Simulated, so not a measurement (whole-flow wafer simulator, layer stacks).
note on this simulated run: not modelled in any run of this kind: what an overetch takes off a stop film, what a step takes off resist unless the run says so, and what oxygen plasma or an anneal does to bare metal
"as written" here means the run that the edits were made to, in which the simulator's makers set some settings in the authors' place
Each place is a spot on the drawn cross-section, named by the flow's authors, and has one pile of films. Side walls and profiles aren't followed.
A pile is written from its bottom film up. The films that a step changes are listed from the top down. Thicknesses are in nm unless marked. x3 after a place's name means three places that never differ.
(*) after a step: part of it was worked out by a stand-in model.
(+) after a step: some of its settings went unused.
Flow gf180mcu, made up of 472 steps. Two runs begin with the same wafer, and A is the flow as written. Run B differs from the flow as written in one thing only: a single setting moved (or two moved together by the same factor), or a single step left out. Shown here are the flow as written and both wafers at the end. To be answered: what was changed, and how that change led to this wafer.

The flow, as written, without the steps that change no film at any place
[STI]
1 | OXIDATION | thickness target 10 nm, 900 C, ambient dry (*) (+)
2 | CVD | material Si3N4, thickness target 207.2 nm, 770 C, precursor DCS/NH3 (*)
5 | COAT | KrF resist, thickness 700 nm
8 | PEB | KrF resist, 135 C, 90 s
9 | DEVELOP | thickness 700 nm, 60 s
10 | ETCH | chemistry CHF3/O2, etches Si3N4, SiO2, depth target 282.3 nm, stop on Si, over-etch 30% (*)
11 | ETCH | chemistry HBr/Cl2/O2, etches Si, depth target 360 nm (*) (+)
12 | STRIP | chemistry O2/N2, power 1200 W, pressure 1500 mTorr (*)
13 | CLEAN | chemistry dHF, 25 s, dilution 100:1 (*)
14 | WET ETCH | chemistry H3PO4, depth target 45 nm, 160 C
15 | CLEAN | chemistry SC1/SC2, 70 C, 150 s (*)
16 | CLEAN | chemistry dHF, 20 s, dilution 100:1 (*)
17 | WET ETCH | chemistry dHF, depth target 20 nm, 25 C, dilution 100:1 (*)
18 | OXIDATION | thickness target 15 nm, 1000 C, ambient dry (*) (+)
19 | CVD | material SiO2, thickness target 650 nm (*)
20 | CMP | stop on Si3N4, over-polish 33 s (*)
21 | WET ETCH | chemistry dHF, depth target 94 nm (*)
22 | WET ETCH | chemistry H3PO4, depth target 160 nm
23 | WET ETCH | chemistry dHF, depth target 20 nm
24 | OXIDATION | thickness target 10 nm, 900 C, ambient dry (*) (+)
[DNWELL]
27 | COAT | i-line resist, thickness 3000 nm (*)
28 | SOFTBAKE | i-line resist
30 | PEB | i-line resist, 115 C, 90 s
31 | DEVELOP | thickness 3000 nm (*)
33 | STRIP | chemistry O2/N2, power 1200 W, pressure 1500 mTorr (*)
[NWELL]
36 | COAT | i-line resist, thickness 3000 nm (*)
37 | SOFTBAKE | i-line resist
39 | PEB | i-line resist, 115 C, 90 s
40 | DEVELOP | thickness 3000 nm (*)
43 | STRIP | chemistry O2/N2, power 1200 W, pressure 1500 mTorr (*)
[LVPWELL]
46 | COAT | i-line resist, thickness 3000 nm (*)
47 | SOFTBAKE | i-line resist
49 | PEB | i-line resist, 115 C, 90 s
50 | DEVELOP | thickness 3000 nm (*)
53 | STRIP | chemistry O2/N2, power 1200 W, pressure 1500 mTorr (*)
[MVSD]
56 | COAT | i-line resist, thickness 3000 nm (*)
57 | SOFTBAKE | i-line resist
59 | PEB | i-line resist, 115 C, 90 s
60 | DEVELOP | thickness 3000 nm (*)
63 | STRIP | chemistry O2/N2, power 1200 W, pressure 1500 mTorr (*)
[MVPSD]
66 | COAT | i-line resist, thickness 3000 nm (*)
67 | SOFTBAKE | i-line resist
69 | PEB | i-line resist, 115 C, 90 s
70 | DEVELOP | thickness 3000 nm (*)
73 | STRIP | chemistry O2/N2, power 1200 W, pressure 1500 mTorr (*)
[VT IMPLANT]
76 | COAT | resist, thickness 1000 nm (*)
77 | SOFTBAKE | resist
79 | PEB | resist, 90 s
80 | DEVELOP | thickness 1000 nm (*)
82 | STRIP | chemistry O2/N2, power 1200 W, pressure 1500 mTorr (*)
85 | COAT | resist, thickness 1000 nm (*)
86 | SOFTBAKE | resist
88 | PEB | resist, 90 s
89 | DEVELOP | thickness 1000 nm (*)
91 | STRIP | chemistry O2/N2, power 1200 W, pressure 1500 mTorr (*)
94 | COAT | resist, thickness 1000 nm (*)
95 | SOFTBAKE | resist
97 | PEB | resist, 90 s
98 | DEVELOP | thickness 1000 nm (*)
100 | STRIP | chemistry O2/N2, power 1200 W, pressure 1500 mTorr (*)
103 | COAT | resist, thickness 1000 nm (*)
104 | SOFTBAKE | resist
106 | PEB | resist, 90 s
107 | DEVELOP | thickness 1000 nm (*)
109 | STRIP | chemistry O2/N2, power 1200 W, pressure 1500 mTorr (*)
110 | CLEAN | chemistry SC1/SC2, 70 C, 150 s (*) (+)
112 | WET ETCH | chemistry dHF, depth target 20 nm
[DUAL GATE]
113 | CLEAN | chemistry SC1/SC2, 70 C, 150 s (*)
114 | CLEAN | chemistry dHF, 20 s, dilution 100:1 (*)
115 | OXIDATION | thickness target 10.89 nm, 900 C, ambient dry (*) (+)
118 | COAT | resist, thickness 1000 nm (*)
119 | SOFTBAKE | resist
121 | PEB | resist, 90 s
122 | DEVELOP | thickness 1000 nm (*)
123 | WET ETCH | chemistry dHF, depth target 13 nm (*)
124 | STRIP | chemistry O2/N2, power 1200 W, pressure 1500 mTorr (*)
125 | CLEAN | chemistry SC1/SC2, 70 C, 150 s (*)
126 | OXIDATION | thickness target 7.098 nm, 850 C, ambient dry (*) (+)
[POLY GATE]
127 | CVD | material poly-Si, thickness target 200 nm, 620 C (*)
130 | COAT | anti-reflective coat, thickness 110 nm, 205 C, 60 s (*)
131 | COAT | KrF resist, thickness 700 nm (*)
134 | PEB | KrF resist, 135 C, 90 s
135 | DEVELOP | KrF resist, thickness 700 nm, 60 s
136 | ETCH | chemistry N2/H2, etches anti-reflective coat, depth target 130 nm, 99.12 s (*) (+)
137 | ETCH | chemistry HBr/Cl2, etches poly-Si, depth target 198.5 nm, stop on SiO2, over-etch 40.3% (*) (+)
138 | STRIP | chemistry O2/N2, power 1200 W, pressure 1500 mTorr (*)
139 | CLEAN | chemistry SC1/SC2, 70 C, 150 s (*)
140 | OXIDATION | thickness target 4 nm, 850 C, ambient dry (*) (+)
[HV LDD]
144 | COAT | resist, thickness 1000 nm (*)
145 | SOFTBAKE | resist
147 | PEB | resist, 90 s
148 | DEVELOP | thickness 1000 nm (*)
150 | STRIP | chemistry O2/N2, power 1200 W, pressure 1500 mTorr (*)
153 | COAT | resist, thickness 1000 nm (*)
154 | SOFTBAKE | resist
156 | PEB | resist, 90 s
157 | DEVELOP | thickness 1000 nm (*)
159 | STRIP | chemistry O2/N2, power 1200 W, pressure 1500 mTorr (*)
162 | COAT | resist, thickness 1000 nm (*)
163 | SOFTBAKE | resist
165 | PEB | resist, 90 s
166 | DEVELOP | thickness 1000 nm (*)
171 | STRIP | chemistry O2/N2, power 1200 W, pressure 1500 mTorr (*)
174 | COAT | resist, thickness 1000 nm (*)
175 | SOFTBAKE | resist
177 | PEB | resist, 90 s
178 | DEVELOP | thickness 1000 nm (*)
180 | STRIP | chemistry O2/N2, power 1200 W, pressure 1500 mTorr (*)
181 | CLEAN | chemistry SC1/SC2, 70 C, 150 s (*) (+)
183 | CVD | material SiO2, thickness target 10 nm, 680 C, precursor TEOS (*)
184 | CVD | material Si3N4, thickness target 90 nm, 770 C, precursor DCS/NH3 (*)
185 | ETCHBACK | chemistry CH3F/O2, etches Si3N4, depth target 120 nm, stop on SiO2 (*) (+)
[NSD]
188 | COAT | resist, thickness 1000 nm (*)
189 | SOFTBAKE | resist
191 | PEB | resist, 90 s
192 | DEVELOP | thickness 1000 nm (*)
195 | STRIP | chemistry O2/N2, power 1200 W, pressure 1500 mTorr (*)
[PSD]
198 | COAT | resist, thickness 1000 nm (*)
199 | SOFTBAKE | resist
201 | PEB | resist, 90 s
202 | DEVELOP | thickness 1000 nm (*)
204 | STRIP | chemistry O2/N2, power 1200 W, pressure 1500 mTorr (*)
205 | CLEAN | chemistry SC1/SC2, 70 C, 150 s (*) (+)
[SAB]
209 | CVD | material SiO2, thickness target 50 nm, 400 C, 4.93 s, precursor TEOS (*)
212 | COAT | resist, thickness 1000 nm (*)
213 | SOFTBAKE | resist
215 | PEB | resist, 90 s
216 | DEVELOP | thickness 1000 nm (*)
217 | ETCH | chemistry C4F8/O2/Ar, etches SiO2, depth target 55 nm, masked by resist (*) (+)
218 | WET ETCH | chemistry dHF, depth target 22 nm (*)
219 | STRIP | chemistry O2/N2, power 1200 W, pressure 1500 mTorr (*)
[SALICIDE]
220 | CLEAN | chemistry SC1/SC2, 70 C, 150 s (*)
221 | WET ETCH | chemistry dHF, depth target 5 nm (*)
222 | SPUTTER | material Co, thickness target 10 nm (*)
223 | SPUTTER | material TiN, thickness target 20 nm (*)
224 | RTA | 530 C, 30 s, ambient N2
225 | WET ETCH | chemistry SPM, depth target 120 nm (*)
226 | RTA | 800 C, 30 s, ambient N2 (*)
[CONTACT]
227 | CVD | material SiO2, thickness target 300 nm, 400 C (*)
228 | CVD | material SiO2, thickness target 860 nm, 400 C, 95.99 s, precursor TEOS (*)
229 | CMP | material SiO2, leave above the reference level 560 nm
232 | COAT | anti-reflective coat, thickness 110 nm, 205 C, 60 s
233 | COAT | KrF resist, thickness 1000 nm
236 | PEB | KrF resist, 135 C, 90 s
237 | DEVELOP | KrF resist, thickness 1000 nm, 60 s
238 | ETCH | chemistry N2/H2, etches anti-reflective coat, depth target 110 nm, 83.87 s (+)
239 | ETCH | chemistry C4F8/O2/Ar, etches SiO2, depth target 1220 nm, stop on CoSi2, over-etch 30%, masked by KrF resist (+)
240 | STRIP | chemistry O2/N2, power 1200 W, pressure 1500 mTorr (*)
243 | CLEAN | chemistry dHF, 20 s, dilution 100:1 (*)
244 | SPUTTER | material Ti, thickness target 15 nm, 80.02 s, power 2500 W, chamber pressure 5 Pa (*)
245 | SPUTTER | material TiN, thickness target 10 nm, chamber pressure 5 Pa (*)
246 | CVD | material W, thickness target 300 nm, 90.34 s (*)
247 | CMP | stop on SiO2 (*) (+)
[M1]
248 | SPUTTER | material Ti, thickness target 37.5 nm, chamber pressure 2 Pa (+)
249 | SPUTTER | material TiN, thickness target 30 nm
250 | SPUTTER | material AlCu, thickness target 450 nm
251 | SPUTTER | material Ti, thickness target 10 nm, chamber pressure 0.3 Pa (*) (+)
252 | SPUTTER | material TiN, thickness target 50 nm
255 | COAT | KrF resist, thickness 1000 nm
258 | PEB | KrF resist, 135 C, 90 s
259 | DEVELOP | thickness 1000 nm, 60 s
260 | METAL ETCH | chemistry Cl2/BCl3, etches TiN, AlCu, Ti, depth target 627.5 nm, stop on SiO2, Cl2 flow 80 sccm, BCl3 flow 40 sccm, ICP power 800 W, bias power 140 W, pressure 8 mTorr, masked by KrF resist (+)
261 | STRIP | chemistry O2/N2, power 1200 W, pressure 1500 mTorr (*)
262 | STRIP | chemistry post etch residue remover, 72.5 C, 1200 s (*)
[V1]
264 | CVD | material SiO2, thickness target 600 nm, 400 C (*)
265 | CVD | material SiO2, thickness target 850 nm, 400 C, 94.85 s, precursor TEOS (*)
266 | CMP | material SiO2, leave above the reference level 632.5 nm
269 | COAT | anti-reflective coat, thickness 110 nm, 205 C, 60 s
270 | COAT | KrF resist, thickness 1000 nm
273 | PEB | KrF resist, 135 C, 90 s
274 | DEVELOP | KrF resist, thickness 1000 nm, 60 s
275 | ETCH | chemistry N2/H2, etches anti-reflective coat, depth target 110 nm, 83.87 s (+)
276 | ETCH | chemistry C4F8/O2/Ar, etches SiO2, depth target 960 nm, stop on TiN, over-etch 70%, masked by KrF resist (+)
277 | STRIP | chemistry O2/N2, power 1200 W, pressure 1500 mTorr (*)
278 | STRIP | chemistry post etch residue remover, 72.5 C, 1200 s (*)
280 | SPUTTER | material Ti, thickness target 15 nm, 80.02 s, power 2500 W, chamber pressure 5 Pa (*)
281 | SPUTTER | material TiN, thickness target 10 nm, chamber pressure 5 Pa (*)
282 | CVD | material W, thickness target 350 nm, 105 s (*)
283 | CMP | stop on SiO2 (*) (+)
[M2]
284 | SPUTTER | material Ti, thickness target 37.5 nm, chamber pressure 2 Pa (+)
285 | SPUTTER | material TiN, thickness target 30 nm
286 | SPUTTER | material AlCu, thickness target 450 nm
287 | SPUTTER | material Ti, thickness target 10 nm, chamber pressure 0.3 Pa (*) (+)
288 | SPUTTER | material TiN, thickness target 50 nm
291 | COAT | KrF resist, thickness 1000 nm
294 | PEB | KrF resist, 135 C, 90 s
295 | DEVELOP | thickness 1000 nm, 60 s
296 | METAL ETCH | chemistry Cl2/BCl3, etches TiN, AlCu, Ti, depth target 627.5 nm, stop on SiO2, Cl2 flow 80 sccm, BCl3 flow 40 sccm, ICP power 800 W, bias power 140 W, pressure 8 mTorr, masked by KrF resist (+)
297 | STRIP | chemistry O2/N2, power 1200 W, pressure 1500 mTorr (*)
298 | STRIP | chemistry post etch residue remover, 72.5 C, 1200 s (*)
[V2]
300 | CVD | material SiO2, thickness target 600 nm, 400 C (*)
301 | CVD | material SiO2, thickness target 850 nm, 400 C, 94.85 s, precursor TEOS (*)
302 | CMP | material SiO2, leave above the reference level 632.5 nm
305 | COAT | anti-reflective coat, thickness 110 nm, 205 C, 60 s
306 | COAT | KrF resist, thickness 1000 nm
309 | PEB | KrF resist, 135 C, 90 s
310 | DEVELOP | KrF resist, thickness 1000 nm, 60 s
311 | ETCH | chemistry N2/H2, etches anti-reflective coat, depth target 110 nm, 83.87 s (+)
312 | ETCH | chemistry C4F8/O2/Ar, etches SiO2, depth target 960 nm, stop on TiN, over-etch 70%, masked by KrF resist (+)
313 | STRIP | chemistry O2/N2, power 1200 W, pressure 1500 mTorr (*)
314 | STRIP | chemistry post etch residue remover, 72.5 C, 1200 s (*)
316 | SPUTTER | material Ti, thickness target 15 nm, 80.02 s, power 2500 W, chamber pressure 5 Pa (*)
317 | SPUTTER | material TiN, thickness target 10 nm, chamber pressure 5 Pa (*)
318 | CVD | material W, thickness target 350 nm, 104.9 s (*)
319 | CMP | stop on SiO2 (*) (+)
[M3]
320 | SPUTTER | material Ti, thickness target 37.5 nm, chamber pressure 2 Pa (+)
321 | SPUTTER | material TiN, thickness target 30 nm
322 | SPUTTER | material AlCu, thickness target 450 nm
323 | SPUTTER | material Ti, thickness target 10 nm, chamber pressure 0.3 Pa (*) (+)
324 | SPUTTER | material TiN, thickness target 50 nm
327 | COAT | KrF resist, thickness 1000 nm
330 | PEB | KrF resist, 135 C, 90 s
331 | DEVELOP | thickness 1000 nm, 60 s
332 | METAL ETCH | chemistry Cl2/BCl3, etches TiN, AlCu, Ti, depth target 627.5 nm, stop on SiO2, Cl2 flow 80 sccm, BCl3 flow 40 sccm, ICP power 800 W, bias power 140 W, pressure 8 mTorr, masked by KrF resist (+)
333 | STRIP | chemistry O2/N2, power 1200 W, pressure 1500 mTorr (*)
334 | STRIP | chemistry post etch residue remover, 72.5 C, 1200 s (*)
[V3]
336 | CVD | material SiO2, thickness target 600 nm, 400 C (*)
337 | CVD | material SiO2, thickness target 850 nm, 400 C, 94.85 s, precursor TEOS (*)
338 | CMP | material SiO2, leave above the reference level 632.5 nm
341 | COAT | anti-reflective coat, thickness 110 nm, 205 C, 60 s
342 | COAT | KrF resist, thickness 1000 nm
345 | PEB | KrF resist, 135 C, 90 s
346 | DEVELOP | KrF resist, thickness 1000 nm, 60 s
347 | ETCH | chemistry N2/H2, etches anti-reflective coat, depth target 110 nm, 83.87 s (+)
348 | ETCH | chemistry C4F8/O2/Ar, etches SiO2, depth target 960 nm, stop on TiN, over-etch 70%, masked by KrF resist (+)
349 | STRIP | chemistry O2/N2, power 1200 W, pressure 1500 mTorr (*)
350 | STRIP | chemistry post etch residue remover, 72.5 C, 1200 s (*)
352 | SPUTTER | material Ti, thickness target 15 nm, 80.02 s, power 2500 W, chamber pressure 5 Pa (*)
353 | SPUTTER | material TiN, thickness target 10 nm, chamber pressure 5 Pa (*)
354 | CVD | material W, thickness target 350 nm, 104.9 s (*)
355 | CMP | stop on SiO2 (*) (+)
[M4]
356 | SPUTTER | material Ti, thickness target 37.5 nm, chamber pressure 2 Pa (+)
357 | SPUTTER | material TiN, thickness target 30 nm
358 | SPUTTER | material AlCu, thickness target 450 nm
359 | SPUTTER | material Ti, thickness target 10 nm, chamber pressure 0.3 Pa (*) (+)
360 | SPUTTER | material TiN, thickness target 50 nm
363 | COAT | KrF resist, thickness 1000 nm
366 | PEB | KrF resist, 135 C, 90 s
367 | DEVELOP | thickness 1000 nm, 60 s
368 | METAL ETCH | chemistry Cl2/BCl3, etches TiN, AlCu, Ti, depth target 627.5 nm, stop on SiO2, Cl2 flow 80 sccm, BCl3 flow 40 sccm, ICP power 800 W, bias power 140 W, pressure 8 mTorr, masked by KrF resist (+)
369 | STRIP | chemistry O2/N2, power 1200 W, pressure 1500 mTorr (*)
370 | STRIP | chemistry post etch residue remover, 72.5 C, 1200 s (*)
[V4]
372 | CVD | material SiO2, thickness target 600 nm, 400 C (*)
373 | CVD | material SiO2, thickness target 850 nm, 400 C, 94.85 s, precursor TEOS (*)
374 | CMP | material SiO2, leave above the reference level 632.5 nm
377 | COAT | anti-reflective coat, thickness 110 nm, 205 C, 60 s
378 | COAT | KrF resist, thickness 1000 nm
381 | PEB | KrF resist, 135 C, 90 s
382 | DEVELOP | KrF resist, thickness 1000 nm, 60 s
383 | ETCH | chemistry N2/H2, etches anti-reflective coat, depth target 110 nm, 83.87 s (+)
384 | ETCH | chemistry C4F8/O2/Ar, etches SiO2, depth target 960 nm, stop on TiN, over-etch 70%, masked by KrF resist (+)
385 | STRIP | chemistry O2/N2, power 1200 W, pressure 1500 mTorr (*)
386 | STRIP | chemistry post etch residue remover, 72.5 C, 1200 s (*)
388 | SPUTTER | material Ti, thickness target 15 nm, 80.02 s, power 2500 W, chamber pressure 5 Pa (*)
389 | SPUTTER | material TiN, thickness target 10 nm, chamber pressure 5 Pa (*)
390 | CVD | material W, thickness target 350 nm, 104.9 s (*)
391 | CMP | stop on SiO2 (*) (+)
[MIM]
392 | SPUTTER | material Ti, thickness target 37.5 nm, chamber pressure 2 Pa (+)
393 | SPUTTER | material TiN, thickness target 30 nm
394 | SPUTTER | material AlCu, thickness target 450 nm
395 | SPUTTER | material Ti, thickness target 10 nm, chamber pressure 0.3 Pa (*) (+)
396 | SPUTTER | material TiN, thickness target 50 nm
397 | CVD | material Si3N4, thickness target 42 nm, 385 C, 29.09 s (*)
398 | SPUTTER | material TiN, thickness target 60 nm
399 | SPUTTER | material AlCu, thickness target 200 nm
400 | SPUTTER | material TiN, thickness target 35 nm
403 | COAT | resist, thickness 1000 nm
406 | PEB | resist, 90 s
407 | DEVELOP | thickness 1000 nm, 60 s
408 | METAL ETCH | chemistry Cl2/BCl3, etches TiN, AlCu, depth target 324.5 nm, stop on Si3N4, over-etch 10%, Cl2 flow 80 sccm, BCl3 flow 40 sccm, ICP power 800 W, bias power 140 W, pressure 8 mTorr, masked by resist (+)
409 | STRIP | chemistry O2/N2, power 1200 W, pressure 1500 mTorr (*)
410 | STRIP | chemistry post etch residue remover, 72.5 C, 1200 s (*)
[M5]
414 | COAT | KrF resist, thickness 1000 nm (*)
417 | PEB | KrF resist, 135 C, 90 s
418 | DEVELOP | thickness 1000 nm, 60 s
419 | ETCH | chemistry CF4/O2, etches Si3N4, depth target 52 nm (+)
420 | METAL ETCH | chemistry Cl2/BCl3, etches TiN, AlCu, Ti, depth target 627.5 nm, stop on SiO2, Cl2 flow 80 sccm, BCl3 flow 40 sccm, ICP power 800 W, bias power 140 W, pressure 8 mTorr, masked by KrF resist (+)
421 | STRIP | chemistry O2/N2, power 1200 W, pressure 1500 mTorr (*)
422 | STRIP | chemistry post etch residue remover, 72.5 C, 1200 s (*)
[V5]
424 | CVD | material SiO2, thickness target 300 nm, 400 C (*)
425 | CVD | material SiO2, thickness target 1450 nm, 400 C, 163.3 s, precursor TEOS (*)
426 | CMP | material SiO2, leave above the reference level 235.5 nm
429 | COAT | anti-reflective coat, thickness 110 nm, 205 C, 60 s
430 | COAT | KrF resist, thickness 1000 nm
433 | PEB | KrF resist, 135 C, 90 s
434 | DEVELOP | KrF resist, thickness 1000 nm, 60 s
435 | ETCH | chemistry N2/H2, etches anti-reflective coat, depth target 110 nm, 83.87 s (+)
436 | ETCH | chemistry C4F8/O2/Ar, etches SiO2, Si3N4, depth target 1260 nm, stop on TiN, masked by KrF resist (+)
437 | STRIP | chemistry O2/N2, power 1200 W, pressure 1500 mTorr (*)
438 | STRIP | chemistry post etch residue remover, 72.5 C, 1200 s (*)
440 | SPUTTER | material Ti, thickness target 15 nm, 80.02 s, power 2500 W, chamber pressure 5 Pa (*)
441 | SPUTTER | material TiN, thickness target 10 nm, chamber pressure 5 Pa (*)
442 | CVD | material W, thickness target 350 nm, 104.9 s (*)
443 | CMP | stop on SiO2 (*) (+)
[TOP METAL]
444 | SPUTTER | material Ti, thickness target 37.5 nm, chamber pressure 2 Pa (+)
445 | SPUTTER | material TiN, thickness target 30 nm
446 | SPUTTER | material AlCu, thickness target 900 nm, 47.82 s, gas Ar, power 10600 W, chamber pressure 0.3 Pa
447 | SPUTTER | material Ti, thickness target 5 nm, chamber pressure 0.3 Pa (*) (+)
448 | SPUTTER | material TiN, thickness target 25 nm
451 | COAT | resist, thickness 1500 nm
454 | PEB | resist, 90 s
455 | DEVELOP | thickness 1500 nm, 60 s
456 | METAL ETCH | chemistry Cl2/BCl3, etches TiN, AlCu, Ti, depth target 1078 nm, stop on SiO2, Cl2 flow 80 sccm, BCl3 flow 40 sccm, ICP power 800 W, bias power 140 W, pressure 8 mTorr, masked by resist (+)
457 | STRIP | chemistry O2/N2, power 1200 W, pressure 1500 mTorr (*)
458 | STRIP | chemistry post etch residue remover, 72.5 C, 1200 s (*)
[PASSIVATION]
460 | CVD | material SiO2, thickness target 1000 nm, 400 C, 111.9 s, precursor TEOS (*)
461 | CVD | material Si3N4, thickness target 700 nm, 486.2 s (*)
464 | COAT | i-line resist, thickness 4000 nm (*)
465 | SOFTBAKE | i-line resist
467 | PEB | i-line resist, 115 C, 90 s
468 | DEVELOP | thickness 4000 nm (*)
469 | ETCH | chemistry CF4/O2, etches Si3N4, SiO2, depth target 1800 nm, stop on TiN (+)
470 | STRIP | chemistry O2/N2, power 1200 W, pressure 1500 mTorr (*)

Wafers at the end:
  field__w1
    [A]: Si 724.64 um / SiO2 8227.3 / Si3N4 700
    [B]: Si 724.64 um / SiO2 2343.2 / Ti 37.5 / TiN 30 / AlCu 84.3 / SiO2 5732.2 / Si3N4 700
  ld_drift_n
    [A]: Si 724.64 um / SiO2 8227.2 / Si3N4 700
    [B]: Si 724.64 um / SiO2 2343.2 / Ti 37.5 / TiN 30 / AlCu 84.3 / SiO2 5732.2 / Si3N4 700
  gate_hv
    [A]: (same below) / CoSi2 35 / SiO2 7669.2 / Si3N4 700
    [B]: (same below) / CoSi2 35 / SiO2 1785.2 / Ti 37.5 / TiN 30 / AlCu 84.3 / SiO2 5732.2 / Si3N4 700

Cause: step 296, METAL ETCH: depth target 420 nm was run, though the flow has depth target 627.5 nm.

The path from the change to this, step by step:
  296 | METAL ETCH | chemistry Cl2/BCl3, etches TiN, AlCu, Ti, depth target 627.5 nm, stop on SiO2, Cl2 flow 80 sccm, BCl3 flow 40 sccm, ICP power 800 W, bias power 140 W, pressure 8 mTorr, masked by KrF resist (+)
      field, field__w1, field__w2 and 103 more: A TiN loses 50 (all of it), Ti loses 10 (all of it), AlCu loses 450 (all of it), TiN loses 30 (all of it), Ti loses 37.5 (all of it) | B TiN loses 50 (all of it), Ti loses 10 (all of it), AlCu loses 360
      field__w8, contact, m1, m1__w1, m1_nw: A KrF resist loses 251 | B KrF resist loses 168
  297 | STRIP | chemistry O2/N2, power 1200 W, pressure 1500 mTorr (*)
      field__w8, contact, m1, m1__w1, m1_nw: A KrF resist loses 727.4 (all of it) | B KrF resist loses 810.4 (all of it)
  298 | STRIP | chemistry post etch residue remover, 72.5 C, 1200 s (*)
      field, field__w1, field__w2 and 103 more: A nothing | B AlCu loses 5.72
  300 | CVD | material SiO2, thickness target 600 nm, 400 C (*)
      field, field__w1, field__w2 and 103 more: A SiO2 gains 600 | B SiO2 gains 600 (new film)
  302 | CMP | material SiO2, leave above the reference level 632.5 nm
      field, field__w1, field__w2 and 103 more: A SiO2 loses 300 | B SiO2 loses 451.8
Taking metal films that touch as one body, field__w1 has 1 body; the flow as written gives 0 bodies.
Taking metal films that touch as one body, ld_drift_n has 1 body; the flow as written gives 0 bodies.
Taking metal films that touch as one body, gate_hv has 2 bodies (between them, from the top down: SiO2 1785.2); the flow as written gives 1 body.
